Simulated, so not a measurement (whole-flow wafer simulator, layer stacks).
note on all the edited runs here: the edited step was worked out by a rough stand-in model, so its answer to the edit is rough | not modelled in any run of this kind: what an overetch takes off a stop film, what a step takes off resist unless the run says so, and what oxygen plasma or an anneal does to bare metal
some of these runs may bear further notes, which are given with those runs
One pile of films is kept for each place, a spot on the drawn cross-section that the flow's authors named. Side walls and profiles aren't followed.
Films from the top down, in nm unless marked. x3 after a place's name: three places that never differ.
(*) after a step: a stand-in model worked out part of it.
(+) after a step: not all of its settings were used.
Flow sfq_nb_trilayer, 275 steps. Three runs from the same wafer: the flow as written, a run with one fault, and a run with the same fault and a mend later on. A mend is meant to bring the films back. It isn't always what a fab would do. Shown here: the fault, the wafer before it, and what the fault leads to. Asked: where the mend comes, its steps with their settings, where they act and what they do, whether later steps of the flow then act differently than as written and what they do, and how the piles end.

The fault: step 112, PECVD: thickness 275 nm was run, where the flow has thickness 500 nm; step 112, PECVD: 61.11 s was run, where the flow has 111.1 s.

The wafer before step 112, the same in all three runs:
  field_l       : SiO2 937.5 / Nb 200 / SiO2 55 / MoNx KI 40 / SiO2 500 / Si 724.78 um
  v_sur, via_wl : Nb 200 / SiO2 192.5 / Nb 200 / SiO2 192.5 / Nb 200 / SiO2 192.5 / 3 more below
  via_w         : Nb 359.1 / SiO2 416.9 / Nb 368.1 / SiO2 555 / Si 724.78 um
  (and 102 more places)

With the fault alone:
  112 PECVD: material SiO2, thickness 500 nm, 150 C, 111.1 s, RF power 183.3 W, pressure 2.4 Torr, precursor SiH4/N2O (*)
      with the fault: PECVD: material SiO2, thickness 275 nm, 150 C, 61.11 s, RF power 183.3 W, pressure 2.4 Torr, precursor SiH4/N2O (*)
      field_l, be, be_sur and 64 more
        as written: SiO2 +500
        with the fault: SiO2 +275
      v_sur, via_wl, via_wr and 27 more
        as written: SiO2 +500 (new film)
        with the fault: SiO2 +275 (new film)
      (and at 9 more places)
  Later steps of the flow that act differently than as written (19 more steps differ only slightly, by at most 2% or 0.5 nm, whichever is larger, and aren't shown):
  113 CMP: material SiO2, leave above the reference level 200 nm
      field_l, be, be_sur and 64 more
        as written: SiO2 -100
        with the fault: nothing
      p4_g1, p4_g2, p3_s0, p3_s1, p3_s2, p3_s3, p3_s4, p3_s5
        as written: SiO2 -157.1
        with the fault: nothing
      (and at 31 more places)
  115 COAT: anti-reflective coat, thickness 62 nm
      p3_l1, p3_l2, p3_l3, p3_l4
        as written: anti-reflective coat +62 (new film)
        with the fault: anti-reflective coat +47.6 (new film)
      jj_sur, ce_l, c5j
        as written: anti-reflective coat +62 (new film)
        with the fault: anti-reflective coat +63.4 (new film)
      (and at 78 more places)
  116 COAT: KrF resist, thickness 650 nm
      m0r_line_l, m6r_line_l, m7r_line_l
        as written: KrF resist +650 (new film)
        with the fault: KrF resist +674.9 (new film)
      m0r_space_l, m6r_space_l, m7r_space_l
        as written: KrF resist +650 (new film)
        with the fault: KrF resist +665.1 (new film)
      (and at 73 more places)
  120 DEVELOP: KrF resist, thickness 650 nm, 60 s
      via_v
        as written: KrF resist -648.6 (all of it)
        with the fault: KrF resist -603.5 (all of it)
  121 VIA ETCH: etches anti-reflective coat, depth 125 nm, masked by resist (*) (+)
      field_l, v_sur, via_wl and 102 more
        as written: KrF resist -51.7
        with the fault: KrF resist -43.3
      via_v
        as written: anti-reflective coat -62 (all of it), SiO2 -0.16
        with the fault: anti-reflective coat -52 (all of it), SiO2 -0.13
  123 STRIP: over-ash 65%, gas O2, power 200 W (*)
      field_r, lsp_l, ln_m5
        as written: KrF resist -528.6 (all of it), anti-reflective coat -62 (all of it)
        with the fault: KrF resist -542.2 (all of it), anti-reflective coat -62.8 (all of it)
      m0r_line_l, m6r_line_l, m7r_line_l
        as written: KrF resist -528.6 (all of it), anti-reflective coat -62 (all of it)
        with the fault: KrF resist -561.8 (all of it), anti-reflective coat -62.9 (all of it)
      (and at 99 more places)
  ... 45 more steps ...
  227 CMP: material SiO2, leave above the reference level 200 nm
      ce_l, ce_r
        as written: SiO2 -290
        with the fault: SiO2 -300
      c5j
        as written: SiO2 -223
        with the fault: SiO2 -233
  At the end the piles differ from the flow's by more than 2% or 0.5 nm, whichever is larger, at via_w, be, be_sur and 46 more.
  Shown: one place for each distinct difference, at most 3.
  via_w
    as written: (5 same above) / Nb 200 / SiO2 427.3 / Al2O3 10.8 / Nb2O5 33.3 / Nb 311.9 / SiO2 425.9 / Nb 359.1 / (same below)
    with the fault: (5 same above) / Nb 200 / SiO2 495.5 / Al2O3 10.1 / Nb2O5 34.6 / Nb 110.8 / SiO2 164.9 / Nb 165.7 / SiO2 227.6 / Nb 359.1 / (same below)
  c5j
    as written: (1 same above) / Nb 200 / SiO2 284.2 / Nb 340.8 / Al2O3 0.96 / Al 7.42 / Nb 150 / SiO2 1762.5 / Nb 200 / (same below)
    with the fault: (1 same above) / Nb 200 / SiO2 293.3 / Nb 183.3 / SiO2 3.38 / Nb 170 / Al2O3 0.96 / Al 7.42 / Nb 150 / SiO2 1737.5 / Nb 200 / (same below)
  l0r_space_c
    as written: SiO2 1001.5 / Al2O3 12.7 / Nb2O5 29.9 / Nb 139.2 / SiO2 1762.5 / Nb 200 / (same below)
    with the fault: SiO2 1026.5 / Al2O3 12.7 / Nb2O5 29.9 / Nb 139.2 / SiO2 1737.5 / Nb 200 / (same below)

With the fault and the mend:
  The mend comes after step 112.
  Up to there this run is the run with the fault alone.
  112a PECVD: material SiO2, thickness 225 nm, 150 C, 50 s, RF power 183.3 W, pressure 2.4 Torr, precursor SiH4/N2O (*) (the flow's step 112 once more, with other settings)
      field_l, v_sur, via_wl and 102 more
        SiO2 +225
      via_w
        SiO2 +199.1
  Later steps of the flow that act differently than as written:
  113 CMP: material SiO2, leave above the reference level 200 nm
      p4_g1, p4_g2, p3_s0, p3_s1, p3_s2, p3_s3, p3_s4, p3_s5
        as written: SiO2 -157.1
        with the mend: SiO2 -100
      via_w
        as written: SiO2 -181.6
        with the mend: SiO2 -0.87
  At the end the piles are the same as the flow's at every place that both follow.
